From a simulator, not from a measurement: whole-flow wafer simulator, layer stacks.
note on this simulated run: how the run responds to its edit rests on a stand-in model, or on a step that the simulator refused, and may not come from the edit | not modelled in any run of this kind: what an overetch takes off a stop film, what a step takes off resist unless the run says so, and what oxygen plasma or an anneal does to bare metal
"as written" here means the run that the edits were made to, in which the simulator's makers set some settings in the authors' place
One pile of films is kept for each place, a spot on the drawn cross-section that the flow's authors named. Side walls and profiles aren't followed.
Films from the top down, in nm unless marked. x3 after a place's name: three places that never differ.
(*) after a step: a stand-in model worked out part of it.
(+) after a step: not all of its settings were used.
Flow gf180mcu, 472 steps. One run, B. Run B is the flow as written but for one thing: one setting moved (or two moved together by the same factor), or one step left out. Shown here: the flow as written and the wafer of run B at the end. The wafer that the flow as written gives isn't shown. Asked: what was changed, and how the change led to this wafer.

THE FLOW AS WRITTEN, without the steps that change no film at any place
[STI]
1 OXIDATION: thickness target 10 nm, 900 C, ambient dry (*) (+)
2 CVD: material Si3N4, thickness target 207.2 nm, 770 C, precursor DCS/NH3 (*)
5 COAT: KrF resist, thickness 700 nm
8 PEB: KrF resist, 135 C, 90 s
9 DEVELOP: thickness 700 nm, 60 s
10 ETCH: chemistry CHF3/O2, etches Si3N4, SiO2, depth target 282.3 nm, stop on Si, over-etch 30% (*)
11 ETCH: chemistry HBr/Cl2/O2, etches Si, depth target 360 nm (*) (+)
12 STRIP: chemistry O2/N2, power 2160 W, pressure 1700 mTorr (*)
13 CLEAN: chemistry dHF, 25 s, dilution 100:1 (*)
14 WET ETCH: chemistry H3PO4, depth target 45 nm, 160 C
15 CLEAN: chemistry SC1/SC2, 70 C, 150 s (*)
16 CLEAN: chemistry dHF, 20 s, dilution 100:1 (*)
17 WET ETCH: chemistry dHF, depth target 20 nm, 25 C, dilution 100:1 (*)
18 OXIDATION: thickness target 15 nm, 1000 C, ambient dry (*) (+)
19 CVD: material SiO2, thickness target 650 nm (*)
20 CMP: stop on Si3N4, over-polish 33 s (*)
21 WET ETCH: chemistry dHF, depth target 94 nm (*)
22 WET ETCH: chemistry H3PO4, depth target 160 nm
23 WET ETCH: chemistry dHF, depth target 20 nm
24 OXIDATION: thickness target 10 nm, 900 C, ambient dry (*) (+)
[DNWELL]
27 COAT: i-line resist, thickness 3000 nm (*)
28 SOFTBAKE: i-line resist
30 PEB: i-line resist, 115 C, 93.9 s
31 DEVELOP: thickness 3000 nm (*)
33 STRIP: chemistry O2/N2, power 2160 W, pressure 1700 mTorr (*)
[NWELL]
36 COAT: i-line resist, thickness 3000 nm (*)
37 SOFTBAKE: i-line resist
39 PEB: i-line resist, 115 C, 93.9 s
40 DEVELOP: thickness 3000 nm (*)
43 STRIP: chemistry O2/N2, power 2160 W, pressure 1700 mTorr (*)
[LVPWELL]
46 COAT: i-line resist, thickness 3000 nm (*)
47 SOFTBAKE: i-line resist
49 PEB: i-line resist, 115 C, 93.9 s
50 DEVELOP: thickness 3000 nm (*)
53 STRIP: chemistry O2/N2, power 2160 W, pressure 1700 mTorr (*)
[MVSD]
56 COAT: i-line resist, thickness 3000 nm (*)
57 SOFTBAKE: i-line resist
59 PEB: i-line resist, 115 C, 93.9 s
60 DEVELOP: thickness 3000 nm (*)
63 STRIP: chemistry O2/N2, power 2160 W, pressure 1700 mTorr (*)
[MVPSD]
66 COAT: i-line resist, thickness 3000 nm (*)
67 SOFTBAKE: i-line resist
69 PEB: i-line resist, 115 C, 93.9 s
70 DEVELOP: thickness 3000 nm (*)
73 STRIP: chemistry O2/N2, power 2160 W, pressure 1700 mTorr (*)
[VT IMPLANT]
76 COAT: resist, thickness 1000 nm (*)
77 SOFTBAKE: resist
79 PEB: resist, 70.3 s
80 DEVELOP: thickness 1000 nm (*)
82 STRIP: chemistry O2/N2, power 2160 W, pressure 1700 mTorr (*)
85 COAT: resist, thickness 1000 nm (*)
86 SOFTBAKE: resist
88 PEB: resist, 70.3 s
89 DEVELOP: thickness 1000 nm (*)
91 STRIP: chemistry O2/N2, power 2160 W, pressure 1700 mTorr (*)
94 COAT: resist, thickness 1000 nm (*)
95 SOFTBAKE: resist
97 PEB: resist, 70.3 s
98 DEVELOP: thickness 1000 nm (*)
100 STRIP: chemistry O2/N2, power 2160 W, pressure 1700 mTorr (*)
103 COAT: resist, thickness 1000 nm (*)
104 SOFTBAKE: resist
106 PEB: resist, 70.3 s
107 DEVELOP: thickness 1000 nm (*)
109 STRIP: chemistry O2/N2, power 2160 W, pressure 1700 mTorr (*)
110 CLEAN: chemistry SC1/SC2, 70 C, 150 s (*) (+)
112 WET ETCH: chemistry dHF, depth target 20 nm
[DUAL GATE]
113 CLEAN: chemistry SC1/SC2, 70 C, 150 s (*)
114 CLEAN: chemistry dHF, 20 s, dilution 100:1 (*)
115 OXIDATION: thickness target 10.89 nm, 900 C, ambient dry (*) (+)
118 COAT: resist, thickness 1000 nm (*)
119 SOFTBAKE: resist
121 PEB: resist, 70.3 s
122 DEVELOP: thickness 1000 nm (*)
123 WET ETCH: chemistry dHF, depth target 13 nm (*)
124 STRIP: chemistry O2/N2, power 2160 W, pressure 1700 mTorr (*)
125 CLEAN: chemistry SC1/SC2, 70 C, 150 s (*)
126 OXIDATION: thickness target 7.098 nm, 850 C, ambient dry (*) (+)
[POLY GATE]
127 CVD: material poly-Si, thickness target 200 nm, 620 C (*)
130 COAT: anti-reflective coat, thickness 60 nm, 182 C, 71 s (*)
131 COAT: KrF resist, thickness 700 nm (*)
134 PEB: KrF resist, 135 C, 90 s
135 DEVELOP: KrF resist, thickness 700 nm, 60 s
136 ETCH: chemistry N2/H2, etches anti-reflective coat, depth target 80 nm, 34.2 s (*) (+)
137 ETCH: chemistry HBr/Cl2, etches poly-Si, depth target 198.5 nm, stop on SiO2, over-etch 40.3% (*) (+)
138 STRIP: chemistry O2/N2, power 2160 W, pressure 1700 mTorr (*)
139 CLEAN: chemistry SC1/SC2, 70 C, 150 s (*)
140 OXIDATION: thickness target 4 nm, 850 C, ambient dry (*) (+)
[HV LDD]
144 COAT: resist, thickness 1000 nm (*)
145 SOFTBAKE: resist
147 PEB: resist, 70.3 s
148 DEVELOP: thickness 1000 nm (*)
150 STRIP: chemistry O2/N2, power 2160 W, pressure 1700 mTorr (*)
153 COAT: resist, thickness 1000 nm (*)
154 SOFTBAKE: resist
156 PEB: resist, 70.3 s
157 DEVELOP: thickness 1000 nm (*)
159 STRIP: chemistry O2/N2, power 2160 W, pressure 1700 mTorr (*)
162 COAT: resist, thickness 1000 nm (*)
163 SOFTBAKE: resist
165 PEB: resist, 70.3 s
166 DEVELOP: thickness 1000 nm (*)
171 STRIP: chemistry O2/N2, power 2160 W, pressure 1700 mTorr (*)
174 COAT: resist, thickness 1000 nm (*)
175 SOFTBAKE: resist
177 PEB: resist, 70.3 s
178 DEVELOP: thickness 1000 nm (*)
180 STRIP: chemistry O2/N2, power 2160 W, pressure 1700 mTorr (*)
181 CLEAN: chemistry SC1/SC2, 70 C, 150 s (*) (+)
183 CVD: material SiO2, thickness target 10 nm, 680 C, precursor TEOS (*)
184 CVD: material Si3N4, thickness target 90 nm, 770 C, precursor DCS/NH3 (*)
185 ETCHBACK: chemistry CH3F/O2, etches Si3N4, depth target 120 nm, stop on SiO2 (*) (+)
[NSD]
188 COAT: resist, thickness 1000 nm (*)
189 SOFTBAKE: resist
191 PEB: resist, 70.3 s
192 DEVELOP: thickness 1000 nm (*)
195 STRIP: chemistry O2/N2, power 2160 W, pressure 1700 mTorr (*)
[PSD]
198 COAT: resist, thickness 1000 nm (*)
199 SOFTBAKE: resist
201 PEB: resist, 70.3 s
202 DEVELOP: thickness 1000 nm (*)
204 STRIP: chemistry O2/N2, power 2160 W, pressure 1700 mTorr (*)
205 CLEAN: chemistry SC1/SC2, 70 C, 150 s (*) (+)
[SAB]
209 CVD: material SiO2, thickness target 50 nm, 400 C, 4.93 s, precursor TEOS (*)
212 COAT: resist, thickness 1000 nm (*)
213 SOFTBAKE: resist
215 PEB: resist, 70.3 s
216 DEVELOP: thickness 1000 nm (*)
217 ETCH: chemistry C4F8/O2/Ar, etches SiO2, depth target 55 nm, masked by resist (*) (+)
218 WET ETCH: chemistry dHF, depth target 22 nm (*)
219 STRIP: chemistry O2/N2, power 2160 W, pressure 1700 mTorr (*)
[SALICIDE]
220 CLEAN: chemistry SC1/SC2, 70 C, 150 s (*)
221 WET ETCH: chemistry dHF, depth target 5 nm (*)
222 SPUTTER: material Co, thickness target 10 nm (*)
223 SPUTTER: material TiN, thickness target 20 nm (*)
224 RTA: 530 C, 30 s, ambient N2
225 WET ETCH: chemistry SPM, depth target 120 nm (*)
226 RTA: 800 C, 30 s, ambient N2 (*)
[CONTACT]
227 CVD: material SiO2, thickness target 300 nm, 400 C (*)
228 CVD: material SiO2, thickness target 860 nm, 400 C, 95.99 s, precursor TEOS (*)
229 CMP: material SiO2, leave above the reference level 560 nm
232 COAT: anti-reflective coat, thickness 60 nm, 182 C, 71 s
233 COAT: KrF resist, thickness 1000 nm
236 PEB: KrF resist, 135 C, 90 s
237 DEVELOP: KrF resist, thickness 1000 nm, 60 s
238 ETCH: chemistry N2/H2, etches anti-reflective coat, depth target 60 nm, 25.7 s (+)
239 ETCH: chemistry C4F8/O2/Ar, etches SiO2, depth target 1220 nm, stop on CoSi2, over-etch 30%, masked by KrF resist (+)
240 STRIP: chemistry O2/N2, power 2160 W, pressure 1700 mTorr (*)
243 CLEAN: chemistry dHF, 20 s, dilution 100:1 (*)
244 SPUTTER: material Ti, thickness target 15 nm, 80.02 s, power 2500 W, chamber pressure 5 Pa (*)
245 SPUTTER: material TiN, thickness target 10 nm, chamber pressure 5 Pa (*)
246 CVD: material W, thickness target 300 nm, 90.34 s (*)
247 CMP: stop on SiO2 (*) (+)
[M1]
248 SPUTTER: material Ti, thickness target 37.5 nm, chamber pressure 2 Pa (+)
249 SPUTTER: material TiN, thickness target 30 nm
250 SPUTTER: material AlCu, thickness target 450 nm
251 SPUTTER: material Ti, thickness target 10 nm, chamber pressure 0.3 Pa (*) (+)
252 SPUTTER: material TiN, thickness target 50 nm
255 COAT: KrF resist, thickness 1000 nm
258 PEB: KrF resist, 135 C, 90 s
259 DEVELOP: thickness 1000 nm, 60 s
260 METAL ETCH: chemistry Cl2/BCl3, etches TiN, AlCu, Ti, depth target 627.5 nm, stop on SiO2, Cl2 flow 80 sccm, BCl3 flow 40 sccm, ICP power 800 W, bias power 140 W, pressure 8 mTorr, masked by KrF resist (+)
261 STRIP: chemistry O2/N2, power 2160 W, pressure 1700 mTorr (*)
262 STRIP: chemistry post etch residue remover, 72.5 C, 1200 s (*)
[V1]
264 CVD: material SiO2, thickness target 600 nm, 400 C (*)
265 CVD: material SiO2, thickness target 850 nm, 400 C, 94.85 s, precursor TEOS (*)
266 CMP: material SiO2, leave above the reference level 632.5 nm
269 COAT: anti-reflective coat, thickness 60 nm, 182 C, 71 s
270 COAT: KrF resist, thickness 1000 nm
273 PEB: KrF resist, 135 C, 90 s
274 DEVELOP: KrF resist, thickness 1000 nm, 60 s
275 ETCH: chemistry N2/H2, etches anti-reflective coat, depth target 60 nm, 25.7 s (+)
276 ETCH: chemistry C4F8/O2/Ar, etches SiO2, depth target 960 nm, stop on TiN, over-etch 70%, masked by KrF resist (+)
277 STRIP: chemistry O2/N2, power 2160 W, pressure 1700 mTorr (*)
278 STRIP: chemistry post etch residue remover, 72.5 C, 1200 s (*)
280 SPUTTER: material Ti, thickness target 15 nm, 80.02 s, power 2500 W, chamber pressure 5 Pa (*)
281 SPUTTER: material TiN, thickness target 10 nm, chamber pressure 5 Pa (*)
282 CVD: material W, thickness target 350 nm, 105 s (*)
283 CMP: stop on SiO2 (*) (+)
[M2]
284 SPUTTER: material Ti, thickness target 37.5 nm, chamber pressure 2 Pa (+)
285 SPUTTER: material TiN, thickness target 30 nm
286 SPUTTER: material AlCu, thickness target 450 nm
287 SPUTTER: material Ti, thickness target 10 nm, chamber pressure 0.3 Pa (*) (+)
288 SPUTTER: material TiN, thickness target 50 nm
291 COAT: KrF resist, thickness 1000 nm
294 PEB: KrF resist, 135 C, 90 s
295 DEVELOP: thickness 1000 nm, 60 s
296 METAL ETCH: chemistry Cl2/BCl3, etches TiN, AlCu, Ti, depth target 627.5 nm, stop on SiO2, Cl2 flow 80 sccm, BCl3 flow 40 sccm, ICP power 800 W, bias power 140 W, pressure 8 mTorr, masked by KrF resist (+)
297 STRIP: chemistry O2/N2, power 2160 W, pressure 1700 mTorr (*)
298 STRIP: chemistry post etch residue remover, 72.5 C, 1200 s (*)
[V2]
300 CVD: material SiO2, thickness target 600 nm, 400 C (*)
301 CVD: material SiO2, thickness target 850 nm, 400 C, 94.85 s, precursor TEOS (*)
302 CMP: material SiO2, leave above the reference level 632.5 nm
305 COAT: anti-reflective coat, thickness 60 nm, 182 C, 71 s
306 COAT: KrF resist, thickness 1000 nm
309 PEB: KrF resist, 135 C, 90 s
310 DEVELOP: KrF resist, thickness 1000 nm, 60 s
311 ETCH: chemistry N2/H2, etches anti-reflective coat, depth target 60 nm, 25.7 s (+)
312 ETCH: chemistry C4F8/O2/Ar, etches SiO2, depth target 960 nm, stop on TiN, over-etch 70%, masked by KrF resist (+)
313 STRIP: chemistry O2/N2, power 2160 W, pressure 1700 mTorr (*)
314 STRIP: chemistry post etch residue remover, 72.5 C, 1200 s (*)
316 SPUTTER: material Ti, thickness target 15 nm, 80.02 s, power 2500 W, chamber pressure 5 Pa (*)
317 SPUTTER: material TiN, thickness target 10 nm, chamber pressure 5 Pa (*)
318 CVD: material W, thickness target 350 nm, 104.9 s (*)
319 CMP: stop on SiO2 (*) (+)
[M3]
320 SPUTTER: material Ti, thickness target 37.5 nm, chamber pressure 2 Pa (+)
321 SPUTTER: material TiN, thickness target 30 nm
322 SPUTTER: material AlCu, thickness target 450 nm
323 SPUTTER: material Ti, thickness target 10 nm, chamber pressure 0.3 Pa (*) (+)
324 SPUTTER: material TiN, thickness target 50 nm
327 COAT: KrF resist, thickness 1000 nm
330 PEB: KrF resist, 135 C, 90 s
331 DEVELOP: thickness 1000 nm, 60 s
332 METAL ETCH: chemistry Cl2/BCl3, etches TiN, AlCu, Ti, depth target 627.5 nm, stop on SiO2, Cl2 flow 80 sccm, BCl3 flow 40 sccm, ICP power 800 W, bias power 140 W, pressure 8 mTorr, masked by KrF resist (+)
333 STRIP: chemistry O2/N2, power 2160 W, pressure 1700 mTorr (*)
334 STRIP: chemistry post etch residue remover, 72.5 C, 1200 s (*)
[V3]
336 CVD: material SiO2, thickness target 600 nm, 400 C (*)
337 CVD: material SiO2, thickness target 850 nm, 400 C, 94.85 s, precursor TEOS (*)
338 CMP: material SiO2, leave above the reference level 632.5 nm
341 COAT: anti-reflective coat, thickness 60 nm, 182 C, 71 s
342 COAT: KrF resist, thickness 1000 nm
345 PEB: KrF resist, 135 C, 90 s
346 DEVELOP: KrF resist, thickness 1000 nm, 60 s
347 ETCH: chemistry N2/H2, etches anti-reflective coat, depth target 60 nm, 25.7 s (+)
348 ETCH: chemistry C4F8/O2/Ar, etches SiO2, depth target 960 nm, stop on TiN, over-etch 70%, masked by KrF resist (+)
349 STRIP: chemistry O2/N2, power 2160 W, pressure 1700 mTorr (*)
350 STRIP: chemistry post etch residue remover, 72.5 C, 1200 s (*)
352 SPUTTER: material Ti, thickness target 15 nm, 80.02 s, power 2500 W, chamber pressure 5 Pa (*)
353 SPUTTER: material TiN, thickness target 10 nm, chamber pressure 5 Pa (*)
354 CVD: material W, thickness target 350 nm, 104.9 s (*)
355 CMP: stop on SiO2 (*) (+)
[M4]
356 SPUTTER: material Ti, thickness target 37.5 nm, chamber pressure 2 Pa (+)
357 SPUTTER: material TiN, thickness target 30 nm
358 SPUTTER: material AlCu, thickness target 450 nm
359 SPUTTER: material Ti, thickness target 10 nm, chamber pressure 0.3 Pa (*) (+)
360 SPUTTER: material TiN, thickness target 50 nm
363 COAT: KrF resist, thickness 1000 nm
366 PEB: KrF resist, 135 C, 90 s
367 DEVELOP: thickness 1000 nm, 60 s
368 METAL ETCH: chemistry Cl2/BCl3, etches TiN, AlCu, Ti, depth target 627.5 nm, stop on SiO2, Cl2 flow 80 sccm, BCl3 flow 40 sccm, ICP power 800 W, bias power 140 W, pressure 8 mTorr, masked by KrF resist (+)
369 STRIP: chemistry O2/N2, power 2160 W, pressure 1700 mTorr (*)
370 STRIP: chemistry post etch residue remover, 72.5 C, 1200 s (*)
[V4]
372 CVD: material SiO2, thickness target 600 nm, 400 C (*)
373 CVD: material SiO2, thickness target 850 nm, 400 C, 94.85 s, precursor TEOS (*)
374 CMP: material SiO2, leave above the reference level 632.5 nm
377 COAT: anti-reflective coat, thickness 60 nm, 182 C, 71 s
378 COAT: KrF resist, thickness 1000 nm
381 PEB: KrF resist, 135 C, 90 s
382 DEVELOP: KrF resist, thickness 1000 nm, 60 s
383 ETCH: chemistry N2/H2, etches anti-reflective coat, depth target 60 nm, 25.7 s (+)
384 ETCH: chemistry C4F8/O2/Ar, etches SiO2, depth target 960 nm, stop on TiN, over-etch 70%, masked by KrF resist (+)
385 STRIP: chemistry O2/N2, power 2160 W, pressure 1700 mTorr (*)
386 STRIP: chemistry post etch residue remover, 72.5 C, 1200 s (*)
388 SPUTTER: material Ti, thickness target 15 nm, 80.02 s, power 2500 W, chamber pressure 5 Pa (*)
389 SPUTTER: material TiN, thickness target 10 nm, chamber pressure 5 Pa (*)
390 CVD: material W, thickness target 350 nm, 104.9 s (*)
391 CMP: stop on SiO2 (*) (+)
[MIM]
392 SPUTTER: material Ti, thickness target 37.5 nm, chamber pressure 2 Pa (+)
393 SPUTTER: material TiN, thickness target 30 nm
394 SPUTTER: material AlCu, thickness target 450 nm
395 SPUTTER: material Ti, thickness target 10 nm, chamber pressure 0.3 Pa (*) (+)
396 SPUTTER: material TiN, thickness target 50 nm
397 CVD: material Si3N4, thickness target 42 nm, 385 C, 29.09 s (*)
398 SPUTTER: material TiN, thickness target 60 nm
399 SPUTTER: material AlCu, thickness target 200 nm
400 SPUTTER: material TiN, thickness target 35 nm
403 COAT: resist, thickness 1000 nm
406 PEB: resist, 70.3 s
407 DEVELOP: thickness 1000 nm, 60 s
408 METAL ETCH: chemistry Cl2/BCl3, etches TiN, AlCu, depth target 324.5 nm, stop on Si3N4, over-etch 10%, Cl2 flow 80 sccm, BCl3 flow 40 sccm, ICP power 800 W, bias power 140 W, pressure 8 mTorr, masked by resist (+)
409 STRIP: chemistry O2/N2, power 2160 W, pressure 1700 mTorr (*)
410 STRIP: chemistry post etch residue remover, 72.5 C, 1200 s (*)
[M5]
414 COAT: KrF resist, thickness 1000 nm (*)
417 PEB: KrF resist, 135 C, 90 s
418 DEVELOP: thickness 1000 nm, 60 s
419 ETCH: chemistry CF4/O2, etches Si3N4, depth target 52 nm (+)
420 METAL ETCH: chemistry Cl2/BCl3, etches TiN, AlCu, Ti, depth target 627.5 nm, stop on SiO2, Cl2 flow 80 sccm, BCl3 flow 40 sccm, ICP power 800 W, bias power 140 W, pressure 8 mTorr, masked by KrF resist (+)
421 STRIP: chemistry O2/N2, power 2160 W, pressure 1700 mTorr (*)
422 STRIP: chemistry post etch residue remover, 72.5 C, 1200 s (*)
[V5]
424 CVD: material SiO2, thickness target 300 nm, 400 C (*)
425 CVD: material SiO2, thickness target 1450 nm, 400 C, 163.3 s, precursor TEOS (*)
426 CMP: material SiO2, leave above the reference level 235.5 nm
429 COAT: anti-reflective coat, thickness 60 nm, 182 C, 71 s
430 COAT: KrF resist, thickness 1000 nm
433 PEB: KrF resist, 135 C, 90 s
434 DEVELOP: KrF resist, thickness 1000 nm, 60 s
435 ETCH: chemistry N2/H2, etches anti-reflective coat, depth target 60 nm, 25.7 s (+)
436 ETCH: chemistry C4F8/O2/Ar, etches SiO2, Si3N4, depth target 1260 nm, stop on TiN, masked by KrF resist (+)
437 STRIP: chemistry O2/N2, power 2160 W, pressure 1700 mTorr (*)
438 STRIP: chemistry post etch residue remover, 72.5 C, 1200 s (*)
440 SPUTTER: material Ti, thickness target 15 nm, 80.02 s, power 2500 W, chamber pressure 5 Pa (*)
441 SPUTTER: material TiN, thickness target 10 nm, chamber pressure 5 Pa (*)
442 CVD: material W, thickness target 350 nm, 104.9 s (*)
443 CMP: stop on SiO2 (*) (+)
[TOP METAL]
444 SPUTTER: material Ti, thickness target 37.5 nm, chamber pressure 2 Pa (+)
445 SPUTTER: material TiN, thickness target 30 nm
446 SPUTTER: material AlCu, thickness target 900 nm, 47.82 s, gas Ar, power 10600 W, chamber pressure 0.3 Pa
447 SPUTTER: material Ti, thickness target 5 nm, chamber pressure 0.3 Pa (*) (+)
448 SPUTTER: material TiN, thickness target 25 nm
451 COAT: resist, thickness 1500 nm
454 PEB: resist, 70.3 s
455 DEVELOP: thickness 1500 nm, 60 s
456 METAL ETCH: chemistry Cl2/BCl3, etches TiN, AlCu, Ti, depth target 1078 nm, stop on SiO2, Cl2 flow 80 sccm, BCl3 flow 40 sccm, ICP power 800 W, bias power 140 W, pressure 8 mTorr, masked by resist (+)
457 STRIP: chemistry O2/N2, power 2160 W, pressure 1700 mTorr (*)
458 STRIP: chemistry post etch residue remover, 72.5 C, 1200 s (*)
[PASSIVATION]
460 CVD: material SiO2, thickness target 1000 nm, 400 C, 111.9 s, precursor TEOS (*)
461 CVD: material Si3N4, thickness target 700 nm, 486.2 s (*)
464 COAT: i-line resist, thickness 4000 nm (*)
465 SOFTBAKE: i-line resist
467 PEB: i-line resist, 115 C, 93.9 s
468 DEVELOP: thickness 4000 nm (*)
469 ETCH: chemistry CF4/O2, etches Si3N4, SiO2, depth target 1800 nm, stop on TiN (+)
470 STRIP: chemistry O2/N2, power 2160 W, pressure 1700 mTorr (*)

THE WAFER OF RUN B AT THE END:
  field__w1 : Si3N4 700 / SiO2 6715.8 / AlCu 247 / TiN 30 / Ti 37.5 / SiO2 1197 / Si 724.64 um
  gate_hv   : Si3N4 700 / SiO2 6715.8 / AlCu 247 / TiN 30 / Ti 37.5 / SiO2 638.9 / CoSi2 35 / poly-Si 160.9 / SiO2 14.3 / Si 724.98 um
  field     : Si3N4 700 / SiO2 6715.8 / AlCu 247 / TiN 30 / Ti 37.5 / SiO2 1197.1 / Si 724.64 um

The cause: step 260, METAL ETCH: depth target 257.3 nm was run, where the flow has depth target 627.5 nm.

How the change led to this, step by step:
  260 METAL ETCH: chemistry Cl2/BCl3, etches TiN, AlCu, Ti, depth target 627.5 nm, stop on SiO2, Cl2 flow 80 sccm, BCl3 flow 40 sccm, ICP power 800 W, bias power 140 W, pressure 8 mTorr, masked by KrF resist (+)
      field, field__w1, field__w2 and 99 more: TiN -50 (all of it), Ti -10 (all of it), AlCu -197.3 (as written it would be: TiN -50 (all of it), Ti -10 (all of it), AlCu -450 (all of it), TiN -30 (all of it), Ti -37.5 (all of it))
      field__w8, contact, m1 and 6 more: KrF resist -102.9 (as written it would be: KrF resist -251)
  261 STRIP: chemistry O2/N2, power 2160 W, pressure 1700 mTorr (*)
      field__w8, contact, m1 and 6 more: KrF resist -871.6 (all of it) (as written it would be: KrF resist -723.5 (all of it))
  262 STRIP: chemistry post etch residue remover, 72.5 C, 1200 s (*)
      field, field__w1, field__w2 and 99 more: AlCu -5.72 (as written it would be: nothing)
  264 CVD: material SiO2, thickness target 600 nm, 400 C (*)
      field, field__w1, field__w2 and 99 more: SiO2 +600 (new film) (as written it would be: SiO2 +600)
  266 CMP: material SiO2, leave above the reference level 632.5 nm
      field, field__w1, field__w2 and 99 more: SiO2 -614.5 (as written it would be: SiO2 -300)
Counting metal films that touch as one body, field__w1 has 1 body; the flow as written gives 0 bodies.
Counting metal films that touch as one body, gate_hv has 2 bodies (between them, from the top down: SiO2 638.9); the flow as written gives 1 body.
Counting metal films that touch as one body, field has 1 body; the flow as written gives 0 bodies.
